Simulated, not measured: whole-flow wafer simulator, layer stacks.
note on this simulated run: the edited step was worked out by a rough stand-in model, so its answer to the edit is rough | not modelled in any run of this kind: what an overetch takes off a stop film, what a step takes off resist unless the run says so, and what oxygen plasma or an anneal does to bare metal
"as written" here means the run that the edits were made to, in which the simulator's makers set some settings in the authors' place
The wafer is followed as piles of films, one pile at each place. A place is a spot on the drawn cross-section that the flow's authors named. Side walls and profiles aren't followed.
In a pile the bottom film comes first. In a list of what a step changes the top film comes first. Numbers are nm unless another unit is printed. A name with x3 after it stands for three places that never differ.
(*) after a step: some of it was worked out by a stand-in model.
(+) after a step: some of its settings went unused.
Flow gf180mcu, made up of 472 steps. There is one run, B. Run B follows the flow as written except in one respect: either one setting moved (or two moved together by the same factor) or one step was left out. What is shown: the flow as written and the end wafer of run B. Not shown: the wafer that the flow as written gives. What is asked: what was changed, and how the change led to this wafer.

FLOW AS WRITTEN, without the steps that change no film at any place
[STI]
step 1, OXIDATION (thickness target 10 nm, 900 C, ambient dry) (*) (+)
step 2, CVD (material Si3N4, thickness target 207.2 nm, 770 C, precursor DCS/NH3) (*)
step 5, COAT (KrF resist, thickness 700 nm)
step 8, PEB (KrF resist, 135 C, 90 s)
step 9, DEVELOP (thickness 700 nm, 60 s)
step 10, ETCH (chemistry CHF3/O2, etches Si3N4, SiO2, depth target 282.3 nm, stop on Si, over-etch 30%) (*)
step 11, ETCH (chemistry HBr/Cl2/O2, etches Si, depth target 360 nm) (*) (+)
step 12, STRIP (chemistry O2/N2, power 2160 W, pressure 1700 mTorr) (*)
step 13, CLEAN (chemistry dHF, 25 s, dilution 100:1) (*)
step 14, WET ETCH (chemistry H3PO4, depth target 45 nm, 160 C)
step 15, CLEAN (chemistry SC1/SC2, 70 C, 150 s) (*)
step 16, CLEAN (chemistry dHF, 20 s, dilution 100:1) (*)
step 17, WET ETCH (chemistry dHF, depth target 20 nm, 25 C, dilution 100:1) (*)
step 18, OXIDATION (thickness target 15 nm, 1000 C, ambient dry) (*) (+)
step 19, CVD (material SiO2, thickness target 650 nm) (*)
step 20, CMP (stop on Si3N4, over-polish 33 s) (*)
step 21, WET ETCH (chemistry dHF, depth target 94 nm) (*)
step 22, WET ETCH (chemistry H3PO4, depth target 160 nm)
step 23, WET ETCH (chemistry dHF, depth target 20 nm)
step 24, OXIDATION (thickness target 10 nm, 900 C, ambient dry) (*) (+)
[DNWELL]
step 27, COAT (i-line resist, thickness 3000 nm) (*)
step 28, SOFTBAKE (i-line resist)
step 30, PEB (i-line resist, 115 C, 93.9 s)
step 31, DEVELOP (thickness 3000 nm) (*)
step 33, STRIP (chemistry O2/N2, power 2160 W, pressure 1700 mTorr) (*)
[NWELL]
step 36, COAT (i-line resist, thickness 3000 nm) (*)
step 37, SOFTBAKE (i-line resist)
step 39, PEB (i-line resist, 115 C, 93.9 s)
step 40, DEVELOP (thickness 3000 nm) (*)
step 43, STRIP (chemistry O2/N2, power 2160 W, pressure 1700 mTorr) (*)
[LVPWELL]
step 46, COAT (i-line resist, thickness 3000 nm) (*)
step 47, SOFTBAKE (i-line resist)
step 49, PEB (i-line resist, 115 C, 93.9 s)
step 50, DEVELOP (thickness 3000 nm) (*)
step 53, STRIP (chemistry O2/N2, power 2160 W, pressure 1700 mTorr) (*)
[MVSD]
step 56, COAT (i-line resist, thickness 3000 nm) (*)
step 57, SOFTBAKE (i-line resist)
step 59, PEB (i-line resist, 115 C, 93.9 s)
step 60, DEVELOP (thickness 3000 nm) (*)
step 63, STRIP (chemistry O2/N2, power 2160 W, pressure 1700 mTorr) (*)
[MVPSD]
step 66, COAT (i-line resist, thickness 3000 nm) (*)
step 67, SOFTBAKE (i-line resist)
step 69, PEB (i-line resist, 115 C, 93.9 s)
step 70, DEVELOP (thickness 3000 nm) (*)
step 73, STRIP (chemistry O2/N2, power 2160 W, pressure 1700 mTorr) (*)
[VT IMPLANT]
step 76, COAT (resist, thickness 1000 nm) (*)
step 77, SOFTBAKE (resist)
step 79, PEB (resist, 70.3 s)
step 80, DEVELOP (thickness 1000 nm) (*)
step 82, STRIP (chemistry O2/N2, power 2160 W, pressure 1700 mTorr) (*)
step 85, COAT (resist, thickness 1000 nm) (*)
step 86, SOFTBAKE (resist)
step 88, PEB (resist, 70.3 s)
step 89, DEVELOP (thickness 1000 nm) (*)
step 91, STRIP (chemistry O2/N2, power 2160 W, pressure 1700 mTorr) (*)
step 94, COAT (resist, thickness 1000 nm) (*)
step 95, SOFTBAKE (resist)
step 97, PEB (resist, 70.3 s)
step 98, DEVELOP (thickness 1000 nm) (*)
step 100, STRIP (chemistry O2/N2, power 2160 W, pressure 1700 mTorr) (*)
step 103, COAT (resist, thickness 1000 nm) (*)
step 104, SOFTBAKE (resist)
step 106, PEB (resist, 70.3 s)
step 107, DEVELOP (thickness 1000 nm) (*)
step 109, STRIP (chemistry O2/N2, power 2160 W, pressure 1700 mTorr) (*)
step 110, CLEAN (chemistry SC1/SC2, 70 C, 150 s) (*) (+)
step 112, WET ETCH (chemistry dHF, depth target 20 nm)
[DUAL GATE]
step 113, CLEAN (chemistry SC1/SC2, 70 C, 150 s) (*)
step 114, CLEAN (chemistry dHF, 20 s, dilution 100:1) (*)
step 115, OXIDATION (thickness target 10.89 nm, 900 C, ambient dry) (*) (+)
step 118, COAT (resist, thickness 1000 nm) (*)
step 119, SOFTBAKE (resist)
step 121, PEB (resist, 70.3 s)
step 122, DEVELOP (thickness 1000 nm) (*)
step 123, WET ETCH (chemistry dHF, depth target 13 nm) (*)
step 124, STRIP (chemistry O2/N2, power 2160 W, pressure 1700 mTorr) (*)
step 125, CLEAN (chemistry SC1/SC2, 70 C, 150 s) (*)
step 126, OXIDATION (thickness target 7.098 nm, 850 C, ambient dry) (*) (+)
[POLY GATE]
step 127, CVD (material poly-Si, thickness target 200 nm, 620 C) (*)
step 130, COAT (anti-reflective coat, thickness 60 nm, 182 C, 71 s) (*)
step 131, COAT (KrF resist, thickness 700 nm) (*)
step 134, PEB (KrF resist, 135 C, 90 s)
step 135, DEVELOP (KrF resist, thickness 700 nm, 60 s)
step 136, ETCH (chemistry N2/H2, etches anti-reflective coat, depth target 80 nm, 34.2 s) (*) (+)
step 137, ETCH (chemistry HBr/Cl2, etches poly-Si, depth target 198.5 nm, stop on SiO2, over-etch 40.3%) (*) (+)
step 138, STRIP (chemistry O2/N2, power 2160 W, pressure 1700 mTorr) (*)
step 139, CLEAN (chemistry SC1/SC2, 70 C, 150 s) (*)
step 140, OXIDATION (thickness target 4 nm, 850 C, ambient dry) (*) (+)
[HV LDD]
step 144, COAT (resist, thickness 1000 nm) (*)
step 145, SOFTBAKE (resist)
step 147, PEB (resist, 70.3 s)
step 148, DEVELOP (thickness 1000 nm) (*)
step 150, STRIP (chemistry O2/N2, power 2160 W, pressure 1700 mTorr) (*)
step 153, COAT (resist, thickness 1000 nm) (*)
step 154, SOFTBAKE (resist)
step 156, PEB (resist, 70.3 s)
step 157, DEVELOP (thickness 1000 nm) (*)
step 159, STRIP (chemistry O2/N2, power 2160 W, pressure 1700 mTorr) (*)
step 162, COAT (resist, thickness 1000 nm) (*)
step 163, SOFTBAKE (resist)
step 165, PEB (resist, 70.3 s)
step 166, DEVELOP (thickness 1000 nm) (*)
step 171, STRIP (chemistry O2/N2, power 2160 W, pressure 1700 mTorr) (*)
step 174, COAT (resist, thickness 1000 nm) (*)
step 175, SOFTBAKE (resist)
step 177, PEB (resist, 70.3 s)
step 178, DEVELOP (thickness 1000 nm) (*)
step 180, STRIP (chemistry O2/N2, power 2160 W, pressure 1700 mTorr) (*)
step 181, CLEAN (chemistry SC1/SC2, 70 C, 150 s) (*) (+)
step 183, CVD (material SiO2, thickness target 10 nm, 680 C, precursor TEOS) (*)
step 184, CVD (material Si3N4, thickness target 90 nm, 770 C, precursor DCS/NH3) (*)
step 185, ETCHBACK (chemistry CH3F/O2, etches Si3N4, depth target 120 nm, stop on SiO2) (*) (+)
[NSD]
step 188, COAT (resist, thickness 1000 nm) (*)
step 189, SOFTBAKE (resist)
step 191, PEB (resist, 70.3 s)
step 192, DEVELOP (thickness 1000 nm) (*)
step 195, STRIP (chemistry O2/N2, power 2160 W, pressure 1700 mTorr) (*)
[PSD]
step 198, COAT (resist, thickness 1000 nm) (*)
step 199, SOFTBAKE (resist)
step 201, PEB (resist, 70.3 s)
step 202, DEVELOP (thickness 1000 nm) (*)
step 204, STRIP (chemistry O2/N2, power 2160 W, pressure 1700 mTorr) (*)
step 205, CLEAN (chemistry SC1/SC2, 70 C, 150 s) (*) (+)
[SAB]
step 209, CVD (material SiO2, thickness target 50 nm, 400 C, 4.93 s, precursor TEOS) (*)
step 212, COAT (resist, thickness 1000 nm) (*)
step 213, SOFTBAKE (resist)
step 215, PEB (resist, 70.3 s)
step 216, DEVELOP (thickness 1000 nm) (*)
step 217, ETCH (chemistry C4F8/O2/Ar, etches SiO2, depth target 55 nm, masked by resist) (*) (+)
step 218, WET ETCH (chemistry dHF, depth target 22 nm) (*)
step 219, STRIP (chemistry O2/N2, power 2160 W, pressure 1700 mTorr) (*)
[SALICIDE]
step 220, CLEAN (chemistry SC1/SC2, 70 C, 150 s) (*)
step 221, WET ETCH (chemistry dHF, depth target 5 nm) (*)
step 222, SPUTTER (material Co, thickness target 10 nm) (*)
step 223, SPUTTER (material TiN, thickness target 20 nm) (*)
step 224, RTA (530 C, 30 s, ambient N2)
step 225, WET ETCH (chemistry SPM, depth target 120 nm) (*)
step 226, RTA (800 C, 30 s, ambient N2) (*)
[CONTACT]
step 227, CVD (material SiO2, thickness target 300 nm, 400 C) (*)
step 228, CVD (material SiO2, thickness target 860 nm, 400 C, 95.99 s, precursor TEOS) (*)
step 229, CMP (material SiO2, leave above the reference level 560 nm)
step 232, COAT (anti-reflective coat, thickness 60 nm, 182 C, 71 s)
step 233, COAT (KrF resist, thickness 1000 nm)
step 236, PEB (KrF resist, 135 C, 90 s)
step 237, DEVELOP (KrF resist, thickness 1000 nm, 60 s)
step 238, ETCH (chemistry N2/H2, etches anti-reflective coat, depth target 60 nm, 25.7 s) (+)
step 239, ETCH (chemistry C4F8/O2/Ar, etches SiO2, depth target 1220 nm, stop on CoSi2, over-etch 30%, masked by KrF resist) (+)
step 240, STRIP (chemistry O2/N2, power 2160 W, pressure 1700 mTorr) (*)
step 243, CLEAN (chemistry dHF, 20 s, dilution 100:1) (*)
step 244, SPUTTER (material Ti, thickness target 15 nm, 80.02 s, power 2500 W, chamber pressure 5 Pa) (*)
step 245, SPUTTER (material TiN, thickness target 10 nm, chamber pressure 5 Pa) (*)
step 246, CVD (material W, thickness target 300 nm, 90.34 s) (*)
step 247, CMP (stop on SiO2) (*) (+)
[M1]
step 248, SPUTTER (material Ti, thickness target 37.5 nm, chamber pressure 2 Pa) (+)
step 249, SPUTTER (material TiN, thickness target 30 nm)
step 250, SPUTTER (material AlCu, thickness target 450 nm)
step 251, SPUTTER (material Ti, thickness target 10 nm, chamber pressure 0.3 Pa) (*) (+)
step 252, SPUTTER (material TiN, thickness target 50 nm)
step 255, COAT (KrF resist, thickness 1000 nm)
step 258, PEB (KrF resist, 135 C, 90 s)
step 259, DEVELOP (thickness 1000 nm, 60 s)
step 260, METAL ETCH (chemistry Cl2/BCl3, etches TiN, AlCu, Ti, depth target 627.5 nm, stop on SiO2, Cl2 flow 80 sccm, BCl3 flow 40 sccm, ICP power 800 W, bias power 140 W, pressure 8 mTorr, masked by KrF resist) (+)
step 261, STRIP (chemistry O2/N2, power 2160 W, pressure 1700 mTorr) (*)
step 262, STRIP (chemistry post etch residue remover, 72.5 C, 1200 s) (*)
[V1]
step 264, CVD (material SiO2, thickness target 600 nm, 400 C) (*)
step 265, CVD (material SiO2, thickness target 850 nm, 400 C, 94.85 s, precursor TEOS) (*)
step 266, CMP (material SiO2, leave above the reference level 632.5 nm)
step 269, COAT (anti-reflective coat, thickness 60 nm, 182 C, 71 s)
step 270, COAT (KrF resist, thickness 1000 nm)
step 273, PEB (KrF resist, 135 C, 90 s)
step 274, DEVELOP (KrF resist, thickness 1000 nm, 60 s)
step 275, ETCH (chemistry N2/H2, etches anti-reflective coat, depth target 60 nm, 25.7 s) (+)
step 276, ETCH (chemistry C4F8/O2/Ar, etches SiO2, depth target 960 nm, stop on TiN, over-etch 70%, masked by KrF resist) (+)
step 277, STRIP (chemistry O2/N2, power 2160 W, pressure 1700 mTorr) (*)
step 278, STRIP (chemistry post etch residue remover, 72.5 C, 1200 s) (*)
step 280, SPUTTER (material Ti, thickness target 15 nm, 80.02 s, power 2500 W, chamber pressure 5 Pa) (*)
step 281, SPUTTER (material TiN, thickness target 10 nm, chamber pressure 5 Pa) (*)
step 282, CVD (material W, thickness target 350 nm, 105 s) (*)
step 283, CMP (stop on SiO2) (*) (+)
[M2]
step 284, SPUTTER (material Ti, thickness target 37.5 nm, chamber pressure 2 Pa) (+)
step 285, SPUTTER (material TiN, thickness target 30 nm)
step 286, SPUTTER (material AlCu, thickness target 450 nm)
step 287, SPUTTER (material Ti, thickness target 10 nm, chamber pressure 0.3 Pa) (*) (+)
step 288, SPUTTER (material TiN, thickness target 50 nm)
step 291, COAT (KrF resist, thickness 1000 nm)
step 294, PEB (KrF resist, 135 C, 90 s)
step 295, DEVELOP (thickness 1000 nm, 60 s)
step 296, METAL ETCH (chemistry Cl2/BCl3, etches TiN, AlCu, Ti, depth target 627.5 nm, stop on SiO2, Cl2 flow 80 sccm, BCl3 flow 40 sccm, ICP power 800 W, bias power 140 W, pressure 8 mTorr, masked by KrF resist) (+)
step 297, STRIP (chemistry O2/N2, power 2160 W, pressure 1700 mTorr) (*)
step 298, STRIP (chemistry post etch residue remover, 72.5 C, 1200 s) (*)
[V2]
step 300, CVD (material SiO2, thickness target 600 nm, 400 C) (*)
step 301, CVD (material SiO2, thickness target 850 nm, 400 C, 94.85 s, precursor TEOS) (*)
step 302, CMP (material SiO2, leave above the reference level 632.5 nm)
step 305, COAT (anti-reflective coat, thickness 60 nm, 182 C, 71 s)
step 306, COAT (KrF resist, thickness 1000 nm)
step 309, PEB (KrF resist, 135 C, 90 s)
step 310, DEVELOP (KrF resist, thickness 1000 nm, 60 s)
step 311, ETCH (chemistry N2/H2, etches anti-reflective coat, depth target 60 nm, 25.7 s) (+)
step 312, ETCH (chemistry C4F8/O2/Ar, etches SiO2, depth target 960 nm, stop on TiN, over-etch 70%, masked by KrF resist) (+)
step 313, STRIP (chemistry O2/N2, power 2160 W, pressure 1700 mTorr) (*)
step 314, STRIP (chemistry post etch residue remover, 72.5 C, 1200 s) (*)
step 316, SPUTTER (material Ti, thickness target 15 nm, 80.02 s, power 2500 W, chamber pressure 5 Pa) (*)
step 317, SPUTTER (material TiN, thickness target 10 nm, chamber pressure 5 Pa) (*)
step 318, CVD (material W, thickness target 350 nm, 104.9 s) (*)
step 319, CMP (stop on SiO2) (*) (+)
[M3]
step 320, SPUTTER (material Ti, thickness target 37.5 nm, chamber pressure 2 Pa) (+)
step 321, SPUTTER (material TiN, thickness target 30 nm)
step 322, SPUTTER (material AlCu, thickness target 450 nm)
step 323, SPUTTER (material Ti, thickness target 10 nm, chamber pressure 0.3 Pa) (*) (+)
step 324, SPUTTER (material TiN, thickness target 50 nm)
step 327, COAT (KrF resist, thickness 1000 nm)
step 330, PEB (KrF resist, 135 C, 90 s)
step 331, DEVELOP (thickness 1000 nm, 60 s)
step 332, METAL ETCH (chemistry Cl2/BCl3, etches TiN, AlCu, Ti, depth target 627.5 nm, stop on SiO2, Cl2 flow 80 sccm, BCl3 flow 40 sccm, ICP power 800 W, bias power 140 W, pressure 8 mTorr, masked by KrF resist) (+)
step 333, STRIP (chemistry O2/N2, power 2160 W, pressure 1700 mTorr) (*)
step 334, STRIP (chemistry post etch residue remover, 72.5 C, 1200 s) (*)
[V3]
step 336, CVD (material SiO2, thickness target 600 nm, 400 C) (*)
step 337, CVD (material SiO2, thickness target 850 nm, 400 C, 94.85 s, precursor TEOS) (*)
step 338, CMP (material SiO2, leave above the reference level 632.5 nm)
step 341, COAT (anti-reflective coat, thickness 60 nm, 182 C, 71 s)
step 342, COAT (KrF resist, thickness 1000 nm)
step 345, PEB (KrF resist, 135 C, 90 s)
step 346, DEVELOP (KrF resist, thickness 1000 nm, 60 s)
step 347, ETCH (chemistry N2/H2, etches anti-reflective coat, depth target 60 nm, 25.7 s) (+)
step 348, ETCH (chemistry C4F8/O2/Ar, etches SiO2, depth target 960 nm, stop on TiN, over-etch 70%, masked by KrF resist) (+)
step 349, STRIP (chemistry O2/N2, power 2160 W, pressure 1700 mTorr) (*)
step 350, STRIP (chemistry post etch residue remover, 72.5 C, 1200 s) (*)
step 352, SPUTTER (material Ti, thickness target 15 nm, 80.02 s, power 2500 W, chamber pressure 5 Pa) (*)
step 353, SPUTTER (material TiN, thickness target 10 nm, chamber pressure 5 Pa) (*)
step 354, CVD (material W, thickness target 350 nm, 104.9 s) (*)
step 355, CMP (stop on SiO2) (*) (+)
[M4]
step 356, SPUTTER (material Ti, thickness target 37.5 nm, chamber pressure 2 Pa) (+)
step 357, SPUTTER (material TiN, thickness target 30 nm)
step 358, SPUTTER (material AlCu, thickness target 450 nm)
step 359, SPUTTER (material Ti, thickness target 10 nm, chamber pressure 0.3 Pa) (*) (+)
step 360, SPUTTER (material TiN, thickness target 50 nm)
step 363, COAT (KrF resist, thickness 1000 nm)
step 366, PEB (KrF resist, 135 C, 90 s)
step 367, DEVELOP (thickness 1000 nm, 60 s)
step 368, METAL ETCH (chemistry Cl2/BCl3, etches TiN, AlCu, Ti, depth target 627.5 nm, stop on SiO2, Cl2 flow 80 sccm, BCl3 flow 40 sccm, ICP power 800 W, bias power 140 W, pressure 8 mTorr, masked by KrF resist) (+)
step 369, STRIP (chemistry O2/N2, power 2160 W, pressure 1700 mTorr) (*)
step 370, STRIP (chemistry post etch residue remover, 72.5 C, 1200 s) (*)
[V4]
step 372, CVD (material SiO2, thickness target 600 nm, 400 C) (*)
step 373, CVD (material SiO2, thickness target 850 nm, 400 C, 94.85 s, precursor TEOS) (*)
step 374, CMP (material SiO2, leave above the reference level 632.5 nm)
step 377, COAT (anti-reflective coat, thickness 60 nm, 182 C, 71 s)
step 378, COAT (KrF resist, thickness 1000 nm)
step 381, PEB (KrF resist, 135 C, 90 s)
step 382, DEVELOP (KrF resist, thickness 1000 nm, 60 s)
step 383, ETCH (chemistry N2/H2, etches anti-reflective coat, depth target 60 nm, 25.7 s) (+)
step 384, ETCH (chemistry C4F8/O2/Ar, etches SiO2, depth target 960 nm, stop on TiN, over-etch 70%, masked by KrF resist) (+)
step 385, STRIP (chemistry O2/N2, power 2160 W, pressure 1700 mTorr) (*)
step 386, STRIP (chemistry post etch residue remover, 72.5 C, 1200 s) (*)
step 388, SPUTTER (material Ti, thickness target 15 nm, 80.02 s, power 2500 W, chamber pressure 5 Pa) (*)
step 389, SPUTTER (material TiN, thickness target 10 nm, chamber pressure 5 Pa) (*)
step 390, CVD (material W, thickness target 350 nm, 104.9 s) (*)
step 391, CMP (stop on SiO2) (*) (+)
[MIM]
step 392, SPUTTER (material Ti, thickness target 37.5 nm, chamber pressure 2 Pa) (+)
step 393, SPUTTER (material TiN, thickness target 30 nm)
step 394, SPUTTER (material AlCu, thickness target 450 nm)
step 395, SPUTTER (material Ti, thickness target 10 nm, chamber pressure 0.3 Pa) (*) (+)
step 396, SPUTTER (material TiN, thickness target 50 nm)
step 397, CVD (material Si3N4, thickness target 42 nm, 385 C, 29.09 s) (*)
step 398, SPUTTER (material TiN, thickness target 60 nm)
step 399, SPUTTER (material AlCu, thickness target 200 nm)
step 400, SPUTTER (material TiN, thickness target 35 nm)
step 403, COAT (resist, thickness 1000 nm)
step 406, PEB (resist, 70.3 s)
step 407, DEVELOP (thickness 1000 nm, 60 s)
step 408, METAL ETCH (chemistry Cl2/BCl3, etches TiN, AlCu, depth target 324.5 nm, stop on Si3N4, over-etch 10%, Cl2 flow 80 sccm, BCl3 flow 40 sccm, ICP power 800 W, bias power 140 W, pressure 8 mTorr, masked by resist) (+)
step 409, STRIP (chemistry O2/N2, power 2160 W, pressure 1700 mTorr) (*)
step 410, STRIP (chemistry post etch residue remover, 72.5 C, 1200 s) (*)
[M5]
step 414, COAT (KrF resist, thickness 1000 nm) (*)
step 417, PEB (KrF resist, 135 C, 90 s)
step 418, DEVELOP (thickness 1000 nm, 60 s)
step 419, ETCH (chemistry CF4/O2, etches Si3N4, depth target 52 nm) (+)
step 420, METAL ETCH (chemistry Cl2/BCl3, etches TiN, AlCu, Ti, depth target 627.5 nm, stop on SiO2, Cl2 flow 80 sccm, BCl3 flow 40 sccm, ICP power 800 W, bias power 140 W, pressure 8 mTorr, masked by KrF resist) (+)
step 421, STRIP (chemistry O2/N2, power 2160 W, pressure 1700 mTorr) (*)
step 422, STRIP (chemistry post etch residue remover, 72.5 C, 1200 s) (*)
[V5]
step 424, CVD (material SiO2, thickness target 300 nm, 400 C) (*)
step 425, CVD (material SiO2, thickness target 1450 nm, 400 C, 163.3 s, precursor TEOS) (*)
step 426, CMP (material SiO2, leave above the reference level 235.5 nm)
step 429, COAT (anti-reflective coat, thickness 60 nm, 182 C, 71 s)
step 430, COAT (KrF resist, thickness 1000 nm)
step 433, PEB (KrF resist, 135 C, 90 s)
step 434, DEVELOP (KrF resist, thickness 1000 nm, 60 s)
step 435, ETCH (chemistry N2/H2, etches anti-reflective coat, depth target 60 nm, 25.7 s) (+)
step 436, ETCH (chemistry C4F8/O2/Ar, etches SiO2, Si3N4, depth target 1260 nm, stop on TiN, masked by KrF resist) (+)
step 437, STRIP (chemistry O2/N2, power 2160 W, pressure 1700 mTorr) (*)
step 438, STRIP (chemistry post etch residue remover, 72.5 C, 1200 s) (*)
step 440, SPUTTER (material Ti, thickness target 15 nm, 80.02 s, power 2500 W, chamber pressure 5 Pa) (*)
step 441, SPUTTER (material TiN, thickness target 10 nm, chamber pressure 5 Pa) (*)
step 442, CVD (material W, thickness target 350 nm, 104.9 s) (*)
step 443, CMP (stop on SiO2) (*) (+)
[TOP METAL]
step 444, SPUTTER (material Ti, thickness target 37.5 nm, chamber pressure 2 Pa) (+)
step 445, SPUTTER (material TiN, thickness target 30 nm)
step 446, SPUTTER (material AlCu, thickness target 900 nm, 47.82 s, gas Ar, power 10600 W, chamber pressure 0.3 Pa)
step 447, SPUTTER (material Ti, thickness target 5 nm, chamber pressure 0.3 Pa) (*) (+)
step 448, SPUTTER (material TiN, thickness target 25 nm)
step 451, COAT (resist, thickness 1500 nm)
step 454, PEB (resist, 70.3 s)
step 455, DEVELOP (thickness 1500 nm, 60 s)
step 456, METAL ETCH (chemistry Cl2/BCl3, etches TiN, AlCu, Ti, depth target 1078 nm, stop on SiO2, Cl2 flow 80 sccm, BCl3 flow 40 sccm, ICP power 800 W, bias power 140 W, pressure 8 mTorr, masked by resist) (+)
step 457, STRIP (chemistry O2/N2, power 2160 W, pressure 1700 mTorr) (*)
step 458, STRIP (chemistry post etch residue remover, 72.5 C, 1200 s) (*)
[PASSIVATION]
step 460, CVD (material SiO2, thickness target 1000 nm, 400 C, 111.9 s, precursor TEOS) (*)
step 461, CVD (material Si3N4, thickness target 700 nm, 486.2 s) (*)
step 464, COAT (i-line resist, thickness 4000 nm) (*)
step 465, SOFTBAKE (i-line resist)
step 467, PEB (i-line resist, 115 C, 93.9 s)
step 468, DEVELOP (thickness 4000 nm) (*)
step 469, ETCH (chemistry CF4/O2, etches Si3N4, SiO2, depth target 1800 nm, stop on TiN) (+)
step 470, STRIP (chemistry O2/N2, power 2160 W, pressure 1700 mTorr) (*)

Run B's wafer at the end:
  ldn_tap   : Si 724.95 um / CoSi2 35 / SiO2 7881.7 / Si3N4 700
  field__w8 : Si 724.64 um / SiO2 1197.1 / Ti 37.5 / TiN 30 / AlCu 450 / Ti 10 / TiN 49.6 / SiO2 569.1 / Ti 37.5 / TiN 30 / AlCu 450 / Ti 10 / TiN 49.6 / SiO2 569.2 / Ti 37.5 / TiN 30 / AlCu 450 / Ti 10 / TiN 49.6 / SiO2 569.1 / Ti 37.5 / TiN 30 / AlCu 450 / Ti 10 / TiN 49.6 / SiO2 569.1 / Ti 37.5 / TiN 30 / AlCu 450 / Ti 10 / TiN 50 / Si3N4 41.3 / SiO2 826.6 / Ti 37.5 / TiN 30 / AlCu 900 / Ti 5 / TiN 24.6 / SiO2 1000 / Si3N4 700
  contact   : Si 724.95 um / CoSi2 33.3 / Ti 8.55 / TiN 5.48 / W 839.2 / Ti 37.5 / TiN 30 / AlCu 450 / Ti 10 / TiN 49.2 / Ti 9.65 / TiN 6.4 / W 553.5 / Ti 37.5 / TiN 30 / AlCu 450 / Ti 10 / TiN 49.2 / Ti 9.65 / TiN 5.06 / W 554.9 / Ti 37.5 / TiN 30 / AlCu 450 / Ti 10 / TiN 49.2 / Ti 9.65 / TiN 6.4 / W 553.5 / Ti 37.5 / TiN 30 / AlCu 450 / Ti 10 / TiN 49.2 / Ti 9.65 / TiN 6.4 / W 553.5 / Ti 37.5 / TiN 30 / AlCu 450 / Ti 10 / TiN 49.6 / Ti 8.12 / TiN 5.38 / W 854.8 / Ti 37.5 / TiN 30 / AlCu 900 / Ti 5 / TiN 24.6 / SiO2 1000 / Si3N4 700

Cause: step 317, SPUTTER: thickness target 7.9 nm was run, while the flow as written has thickness target 10 nm.

Step by step, how the change led to this:
  step 317, SPUTTER (material TiN, thickness target 10 nm, chamber pressure 5 Pa) (*)
      field, field__w1, field__w2 and 107 more: TiN gains 7.9 (new film) (in the flow as written it would be: TiN gains 10 (new film))
      contact: TiN gains 5.06 (new film) (in the flow as written it would be: TiN gains 6.4 (new film))
  step 319, CMP (stop on SiO2) (*) (+)
      field, field__w1, field__w2 and 107 more: W loses 350 (all of it), TiN loses 7.9 (all of it), Ti loses 15 (all of it), SiO2 loses 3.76 (in the flow as written it would be: W loses 350 (all of it), TiN loses 10 (all of it), Ti loses 15 (all of it), SiO2 loses 3.78)
